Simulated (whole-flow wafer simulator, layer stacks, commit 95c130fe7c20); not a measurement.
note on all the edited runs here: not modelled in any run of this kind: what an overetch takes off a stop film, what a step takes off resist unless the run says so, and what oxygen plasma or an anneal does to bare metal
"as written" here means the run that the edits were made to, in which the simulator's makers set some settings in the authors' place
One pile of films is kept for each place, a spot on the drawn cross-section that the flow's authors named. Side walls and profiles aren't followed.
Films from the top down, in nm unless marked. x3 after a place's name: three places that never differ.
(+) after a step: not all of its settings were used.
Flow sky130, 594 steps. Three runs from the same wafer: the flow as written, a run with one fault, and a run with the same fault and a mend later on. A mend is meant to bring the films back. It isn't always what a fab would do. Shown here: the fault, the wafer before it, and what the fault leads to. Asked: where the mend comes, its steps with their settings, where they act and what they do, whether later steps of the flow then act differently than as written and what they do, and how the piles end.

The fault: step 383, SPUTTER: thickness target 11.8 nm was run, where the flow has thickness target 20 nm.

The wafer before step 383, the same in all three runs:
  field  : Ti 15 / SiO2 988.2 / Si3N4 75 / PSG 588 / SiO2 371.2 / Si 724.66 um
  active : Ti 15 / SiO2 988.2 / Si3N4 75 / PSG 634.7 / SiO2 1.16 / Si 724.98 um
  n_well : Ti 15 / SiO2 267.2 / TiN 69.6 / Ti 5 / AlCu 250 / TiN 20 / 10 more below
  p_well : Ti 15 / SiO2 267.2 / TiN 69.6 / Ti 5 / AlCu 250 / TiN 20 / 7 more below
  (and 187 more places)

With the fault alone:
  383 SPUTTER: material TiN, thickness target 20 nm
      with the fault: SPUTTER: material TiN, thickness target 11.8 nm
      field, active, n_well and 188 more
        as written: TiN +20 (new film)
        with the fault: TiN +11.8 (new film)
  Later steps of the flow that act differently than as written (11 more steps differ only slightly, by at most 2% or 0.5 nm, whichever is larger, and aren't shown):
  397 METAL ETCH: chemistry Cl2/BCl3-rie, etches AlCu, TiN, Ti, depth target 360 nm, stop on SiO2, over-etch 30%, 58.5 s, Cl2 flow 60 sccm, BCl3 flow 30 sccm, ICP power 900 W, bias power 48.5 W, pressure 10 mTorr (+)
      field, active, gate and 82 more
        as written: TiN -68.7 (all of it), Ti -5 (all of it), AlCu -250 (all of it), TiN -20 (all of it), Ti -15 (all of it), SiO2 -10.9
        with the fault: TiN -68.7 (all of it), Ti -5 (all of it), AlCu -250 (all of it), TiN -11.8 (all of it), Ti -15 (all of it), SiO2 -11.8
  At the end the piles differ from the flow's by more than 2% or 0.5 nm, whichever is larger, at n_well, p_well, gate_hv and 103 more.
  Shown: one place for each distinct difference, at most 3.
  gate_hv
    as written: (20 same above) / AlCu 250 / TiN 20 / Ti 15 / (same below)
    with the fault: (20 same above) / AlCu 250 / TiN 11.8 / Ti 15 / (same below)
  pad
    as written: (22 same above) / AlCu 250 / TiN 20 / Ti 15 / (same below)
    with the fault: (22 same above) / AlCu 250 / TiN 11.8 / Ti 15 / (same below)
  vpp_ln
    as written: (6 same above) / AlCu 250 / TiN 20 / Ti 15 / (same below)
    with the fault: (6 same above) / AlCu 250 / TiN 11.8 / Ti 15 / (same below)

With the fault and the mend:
  The mend comes after step 383.
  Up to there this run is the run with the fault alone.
  383a SPUTTER: material TiN, thickness target 8.2 nm (the flow's step 383 once more, with other settings)
      field, active, n_well and 188 more
        TiN +8.2
  No later step of the flow acts differently than as written at any place that is followed.
  At the end the piles are the same as the flow's at every place that both follow.
